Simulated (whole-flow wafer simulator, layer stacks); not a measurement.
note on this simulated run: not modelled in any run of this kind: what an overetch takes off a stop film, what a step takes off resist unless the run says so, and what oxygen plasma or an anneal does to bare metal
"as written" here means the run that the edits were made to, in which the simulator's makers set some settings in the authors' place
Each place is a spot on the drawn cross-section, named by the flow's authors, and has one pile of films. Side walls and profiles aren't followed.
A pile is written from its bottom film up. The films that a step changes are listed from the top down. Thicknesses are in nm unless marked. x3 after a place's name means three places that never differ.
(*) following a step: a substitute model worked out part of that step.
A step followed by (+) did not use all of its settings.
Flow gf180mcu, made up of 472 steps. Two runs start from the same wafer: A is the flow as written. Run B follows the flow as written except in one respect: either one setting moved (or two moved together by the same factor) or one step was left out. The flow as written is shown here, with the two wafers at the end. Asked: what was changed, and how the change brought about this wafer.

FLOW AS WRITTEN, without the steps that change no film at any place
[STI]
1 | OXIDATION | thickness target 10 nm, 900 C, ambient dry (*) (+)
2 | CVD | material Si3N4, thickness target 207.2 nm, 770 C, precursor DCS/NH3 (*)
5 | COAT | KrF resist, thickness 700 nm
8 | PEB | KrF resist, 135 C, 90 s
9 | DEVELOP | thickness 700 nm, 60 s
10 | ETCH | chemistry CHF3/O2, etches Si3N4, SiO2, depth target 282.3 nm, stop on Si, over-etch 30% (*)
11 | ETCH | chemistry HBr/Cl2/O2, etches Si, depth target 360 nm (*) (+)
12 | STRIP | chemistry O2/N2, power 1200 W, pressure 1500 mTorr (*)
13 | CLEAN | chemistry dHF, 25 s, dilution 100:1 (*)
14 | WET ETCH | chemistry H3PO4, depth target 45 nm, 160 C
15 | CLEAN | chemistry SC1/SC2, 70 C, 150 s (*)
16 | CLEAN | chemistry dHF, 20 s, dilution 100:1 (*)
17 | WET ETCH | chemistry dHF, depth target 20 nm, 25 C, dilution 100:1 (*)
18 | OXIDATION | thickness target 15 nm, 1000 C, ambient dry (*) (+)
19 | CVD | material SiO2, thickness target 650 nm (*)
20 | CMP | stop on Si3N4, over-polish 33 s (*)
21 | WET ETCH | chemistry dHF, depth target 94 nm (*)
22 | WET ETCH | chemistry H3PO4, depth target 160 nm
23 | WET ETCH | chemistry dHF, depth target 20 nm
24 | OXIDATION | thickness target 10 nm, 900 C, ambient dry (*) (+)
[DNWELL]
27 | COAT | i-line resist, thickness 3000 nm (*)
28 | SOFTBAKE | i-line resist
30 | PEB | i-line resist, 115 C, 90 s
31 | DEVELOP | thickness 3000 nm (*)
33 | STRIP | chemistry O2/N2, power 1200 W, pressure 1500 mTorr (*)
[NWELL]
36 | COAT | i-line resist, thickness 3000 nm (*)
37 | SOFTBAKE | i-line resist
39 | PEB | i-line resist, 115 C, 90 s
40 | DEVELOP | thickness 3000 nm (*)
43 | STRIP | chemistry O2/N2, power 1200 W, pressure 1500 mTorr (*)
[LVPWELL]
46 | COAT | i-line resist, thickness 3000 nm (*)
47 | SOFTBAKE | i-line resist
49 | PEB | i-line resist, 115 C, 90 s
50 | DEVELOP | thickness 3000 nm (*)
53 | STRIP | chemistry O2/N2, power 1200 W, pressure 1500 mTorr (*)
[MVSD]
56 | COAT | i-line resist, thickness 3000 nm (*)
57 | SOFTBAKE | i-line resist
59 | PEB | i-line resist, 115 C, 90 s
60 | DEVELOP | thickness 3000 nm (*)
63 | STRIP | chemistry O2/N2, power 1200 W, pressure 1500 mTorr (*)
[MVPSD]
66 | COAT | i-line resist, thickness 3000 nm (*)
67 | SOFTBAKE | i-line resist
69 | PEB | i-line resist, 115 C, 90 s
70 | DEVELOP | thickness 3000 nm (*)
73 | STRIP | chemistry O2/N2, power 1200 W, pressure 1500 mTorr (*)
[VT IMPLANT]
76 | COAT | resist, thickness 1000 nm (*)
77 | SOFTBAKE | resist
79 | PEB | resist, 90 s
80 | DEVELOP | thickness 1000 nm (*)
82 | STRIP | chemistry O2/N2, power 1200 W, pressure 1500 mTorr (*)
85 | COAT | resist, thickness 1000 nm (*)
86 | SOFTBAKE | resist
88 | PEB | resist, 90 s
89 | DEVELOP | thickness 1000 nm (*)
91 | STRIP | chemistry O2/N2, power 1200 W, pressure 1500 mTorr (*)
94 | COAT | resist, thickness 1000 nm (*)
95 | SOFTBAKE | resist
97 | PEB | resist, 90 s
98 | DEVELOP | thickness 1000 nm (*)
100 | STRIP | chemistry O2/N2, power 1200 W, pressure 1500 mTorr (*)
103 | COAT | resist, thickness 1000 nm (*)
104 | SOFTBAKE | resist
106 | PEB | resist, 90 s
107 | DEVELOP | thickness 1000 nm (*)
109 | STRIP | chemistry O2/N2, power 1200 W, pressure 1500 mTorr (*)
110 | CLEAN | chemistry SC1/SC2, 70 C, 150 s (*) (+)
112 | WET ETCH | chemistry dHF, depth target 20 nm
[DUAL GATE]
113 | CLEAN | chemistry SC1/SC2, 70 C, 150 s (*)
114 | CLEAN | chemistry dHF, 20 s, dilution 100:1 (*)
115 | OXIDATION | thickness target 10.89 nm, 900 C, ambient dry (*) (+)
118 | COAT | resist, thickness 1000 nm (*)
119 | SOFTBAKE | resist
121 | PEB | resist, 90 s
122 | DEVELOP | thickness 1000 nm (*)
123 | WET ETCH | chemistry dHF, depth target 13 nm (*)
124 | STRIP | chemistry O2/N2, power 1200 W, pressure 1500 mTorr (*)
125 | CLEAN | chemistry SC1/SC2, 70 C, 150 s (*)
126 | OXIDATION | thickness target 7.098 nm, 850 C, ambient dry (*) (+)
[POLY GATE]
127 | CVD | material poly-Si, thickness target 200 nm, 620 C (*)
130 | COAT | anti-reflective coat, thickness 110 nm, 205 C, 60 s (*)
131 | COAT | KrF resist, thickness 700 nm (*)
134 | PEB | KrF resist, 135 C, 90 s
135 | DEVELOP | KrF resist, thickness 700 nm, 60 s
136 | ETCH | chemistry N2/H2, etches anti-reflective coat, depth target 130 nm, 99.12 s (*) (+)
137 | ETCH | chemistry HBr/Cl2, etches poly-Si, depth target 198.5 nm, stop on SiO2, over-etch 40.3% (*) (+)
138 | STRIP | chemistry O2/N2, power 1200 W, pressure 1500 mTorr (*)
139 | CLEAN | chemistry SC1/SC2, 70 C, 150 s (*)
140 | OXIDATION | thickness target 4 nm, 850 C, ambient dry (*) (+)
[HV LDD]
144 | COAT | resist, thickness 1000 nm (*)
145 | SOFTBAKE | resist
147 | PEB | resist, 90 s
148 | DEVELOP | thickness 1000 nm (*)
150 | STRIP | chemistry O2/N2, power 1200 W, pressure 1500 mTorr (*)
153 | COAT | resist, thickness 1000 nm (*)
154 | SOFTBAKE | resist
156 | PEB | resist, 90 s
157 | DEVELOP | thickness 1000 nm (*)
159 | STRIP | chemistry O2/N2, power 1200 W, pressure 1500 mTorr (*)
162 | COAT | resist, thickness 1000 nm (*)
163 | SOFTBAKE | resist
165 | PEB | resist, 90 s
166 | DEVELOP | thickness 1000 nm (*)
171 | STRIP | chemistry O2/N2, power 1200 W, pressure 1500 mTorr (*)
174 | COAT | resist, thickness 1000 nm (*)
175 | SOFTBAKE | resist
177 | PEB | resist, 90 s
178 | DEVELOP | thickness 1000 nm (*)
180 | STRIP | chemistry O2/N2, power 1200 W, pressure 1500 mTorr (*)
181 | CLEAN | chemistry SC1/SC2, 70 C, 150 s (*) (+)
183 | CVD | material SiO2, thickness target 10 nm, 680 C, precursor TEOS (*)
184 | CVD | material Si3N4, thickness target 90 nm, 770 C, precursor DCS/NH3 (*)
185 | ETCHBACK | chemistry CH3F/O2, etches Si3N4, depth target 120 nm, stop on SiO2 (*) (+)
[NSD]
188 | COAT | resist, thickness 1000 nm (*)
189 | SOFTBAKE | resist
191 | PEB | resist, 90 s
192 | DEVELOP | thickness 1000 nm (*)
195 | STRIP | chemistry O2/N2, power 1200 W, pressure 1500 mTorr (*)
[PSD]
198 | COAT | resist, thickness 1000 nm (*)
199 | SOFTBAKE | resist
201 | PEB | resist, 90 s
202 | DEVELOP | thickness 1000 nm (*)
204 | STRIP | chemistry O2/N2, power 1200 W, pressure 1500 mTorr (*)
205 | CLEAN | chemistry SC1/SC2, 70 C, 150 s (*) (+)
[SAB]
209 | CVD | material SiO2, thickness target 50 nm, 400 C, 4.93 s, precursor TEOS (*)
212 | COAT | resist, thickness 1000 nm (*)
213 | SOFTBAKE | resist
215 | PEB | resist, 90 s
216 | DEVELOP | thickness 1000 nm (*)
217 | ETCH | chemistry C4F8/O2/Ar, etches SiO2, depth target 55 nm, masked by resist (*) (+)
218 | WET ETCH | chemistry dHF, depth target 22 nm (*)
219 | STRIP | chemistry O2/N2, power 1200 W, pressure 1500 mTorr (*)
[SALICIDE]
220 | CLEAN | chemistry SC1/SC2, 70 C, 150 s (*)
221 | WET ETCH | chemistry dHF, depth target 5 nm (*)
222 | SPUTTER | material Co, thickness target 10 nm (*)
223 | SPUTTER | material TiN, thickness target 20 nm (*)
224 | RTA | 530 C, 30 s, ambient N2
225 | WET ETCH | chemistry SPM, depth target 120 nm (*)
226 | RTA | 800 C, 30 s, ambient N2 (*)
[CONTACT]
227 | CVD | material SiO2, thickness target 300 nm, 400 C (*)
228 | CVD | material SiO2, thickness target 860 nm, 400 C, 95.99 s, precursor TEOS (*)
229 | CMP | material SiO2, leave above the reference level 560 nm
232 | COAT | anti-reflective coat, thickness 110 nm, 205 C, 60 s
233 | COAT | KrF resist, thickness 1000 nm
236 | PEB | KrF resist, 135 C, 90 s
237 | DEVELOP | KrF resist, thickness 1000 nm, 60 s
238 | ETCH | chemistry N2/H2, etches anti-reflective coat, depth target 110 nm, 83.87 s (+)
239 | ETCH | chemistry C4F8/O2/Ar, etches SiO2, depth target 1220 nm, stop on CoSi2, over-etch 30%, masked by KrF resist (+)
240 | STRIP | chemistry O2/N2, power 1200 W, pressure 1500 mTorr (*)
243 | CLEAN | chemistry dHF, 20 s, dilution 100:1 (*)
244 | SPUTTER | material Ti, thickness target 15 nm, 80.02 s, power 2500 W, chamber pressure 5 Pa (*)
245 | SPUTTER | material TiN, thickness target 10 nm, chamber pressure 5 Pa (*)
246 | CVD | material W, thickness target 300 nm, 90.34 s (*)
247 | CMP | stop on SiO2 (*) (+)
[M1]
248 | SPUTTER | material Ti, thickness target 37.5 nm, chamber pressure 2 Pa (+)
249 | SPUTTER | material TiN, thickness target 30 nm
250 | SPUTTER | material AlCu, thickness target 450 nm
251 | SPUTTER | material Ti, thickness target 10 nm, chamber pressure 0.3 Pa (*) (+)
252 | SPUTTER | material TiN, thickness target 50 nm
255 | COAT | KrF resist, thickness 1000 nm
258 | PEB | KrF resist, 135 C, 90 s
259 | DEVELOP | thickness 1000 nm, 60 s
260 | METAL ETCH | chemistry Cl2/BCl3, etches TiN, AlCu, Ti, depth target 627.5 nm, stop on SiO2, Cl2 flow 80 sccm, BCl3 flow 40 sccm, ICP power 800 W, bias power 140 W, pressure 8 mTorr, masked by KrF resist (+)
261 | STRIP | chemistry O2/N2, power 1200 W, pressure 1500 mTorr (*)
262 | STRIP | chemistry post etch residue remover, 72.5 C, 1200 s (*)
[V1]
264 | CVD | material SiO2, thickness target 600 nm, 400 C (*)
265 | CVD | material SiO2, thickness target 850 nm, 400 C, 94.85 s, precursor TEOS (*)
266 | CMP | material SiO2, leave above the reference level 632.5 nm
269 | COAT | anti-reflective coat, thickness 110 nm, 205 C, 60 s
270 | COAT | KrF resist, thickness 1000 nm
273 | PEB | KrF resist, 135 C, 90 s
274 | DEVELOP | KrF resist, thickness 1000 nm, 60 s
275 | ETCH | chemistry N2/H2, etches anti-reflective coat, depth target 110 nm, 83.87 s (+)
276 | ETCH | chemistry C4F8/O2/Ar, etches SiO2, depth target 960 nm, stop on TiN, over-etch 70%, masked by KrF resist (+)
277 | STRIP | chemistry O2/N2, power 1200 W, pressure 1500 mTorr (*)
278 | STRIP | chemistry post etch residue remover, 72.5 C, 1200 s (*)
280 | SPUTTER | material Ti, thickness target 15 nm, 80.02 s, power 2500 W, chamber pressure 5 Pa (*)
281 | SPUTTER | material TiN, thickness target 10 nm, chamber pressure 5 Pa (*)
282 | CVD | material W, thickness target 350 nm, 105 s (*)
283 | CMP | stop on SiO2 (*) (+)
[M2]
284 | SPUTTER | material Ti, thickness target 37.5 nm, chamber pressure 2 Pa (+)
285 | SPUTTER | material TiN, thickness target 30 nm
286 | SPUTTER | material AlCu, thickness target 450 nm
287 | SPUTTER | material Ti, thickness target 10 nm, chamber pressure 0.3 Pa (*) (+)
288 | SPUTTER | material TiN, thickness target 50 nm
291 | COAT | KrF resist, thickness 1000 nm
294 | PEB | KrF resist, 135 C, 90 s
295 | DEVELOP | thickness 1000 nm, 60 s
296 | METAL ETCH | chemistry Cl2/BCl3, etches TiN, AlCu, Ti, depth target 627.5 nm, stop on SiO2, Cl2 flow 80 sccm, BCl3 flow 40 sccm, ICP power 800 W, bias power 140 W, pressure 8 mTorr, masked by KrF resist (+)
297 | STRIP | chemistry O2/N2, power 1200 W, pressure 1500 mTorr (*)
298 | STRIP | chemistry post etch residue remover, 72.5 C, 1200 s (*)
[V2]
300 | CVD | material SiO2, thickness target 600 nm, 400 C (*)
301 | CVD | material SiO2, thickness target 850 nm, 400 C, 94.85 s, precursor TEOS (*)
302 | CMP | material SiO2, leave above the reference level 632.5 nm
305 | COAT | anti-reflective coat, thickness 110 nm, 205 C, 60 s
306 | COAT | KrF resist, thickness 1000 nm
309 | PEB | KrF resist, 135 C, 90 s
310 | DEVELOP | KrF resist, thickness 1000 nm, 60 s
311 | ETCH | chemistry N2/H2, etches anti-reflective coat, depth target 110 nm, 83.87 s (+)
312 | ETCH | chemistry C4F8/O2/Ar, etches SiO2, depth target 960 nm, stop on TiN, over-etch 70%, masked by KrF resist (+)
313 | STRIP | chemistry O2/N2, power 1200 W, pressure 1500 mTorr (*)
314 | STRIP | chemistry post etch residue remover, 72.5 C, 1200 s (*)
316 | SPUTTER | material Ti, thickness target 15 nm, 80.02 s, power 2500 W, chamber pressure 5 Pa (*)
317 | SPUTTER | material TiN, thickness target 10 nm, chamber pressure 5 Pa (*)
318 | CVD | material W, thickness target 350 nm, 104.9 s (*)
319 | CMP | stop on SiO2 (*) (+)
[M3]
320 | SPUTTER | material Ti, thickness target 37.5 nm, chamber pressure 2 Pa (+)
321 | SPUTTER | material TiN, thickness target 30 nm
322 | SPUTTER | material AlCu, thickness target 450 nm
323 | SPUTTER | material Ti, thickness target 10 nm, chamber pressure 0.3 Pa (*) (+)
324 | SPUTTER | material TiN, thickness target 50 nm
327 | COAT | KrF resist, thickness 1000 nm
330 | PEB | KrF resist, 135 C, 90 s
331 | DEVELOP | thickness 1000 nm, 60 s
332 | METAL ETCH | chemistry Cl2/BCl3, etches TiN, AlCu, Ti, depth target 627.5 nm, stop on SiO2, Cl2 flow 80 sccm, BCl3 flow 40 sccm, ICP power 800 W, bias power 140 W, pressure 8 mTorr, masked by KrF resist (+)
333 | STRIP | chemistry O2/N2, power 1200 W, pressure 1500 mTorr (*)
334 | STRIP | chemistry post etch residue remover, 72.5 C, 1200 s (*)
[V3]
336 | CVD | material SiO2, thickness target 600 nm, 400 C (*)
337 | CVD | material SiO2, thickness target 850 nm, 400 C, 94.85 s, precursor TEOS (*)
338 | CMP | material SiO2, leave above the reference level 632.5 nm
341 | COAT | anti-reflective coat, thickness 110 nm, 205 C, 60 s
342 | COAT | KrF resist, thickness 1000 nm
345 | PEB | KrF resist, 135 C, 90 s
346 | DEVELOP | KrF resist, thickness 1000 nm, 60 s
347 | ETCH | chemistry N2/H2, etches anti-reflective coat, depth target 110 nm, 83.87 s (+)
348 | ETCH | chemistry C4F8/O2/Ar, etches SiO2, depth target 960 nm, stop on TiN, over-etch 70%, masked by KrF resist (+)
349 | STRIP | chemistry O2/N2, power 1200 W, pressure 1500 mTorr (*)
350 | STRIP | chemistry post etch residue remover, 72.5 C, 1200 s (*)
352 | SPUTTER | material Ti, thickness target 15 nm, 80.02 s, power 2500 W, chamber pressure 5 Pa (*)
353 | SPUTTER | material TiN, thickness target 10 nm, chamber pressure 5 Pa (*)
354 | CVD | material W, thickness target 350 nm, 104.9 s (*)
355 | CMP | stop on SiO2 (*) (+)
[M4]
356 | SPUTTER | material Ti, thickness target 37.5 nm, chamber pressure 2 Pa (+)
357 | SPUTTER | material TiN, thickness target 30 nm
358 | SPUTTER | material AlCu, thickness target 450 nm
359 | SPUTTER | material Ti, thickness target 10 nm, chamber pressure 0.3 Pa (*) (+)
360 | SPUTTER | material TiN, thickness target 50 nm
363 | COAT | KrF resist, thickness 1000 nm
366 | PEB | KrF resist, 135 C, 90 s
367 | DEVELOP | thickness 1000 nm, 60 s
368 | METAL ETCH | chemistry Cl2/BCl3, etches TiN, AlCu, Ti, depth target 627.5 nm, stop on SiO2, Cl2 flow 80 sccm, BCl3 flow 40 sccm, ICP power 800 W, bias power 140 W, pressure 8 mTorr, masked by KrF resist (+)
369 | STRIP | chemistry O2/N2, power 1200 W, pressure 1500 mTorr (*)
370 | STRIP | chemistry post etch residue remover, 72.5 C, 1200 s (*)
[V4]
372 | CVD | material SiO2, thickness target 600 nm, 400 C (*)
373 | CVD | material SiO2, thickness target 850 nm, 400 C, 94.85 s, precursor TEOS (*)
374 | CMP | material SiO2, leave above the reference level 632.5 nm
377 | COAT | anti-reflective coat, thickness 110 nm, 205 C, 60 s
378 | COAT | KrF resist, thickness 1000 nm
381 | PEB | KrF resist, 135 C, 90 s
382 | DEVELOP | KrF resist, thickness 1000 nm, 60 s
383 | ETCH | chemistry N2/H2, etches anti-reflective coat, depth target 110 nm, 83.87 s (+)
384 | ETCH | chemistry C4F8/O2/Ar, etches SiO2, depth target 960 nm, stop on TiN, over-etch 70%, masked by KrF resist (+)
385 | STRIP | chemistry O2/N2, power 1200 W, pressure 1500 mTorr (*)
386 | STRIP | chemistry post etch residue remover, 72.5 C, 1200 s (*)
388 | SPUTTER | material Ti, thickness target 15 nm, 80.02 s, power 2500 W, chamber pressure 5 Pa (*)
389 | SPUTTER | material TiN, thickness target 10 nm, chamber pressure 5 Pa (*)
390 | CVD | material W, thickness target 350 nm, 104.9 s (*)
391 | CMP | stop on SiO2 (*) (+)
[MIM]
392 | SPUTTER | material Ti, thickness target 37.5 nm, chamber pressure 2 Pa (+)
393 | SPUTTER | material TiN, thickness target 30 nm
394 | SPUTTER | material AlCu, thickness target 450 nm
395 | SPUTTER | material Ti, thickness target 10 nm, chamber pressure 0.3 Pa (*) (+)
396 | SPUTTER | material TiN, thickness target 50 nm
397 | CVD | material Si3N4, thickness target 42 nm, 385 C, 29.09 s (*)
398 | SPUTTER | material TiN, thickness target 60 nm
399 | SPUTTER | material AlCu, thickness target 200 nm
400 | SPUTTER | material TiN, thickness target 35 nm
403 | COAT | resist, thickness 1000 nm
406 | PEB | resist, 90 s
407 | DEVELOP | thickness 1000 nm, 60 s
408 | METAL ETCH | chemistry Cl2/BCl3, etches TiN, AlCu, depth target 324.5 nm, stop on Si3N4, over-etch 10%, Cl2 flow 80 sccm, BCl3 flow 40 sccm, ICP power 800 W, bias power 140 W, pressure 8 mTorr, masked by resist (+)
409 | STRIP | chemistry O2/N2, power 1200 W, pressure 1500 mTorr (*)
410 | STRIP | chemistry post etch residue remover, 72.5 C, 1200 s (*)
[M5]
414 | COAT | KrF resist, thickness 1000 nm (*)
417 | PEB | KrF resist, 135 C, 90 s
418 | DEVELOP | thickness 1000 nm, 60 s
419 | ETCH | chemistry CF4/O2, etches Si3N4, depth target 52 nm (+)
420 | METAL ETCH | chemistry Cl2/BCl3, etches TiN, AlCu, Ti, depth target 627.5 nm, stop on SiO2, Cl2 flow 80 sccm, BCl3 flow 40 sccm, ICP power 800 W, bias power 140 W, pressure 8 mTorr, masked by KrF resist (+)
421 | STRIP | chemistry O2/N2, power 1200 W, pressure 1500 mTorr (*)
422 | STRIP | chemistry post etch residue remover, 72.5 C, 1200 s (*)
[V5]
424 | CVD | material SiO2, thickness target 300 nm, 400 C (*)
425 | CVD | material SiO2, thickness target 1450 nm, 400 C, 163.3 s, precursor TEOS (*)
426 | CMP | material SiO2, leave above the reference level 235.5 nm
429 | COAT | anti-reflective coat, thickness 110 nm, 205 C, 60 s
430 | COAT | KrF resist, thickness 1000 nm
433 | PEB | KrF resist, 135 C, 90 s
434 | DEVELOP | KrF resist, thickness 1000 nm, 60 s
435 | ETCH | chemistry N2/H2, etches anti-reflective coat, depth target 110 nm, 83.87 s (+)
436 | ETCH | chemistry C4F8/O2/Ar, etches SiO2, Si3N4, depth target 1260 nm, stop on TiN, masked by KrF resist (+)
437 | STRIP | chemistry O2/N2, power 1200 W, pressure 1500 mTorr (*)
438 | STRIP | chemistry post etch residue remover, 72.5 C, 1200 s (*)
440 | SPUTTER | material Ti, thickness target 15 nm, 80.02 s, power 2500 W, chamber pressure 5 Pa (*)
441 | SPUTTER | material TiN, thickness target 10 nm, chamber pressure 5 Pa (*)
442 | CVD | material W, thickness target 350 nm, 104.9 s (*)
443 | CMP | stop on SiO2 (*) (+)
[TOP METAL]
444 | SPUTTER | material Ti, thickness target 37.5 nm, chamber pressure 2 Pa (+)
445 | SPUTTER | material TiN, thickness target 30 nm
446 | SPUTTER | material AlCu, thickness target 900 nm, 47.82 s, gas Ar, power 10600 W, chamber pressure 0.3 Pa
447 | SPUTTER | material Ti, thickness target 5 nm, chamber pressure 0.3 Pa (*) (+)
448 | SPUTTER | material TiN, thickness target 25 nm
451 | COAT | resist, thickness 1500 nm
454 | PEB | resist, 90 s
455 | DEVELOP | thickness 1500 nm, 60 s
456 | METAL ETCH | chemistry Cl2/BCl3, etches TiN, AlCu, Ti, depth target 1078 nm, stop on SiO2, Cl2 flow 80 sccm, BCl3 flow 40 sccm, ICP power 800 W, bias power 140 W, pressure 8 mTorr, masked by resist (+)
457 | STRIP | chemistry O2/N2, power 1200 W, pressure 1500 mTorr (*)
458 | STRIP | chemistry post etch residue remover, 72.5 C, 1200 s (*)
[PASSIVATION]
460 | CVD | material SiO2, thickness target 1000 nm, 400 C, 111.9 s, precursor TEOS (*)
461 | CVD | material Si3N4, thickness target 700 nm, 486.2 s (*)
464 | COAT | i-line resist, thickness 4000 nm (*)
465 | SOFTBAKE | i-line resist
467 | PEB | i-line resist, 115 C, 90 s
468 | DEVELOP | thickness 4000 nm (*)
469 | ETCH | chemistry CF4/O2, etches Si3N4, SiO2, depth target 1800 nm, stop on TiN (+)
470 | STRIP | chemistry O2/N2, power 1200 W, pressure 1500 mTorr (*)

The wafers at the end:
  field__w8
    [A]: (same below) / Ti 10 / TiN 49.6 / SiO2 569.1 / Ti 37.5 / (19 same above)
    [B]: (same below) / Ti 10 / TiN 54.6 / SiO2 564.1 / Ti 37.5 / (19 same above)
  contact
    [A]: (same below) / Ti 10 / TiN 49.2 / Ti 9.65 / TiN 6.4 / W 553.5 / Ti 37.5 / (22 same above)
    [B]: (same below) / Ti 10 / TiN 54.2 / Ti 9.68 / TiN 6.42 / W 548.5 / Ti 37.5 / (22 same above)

The reason: step 324, SPUTTER: thickness target 55 nm was run, while the flow as written has thickness target 50 nm.

The path from the change to this, step by step:
  324 | SPUTTER | material TiN, thickness target 50 nm
      field, field__w1, field__w2 and 108 more: A +50 TiN (new film) | B +55 TiN (new film)
  332 | METAL ETCH | chemistry Cl2/BCl3, etches TiN, AlCu, Ti, depth target 627.5 nm, stop on SiO2, Cl2 flow 80 sccm, BCl3 flow 40 sccm, ICP power 800 W, bias power 140 W, pressure 8 mTorr, masked by KrF resist (+)
      field, field__w1, field__w2 and 103 more: A -50 TiN (all of it), -10 Ti (all of it), -450 AlCu (all of it), -30 TiN (all of it), -37.5 Ti (all of it) | B -55 TiN (all of it), -10 Ti (all of it), -450 AlCu (all of it), -30 TiN (all of it), -37.5 Ti (all of it)
